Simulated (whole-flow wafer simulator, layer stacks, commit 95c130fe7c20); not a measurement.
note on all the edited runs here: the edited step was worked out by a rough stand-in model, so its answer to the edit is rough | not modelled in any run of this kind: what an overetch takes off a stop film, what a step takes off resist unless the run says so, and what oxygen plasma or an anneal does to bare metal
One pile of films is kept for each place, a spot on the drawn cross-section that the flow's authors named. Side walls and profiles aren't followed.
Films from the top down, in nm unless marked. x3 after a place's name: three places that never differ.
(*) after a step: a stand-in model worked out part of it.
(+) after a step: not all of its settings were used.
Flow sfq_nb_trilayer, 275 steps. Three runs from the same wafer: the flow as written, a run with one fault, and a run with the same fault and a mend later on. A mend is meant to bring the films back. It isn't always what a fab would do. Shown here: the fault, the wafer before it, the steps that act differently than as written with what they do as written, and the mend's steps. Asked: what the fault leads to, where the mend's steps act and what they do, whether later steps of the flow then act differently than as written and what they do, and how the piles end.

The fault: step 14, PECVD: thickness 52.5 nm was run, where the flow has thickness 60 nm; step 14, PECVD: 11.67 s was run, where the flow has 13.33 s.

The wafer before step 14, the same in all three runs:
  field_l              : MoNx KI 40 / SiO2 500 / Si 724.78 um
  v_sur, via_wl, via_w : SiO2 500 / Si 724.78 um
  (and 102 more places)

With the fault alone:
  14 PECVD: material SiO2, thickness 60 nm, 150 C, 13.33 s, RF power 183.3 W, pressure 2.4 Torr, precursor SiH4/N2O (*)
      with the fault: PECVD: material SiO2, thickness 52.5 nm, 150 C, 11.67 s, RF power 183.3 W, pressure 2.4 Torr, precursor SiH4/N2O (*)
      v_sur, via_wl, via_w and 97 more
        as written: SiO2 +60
        with the fault: SiO2 +52.5
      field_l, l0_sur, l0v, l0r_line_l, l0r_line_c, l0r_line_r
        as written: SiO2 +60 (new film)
        with the fault: SiO2 +52.5 (new film)
  Later steps of the flow that act differently than as written (8 more steps differ only slightly, by at most 2% or 0.5 nm, whichever is larger, and aren't shown):
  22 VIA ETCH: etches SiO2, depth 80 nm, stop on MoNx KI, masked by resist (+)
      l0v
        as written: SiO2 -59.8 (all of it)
        with the fault: SiO2 -52.3 (all of it)
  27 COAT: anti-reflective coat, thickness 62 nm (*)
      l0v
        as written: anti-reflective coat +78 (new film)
        with the fault: anti-reflective coat +75.7 (new film)
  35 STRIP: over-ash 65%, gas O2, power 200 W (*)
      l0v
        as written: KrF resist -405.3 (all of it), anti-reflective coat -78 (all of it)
        with the fault: KrF resist -400.6 (all of it), anti-reflective coat -75.7 (all of it)
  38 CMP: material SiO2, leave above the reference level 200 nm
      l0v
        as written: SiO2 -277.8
        with the fault: SiO2 -286.5
  At the end the piles differ from the flow's by more than 2% or 0.5 nm, whichever is larger, at field_l, l0_sur, l0r_line_l, l0r_line_c, l0r_line_r.
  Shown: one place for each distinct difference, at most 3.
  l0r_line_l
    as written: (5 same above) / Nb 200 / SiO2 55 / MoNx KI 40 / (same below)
    with the fault: (5 same above) / Nb 200 / SiO2 47.5 / MoNx KI 40 / (same below)
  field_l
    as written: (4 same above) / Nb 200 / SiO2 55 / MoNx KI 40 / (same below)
    with the fault: (4 same above) / Nb 200 / SiO2 47.5 / MoNx KI 40 / (same below)
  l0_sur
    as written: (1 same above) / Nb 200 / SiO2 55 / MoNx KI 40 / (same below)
    with the fault: (1 same above) / Nb 200 / SiO2 47.5 / MoNx KI 40 / (same below)

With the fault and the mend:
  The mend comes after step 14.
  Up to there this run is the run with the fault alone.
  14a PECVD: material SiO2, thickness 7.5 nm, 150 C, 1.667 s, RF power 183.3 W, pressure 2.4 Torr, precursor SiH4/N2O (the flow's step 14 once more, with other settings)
      field_l, v_sur, via_wl and 103 more
        SiO2 +7.5
  No later step of the flow acts differently than as written, at any place that is followed, by more than 2% or 0.5 nm, whichever is larger.
  At the end the piles are the same as the flow's at every place that both follow.
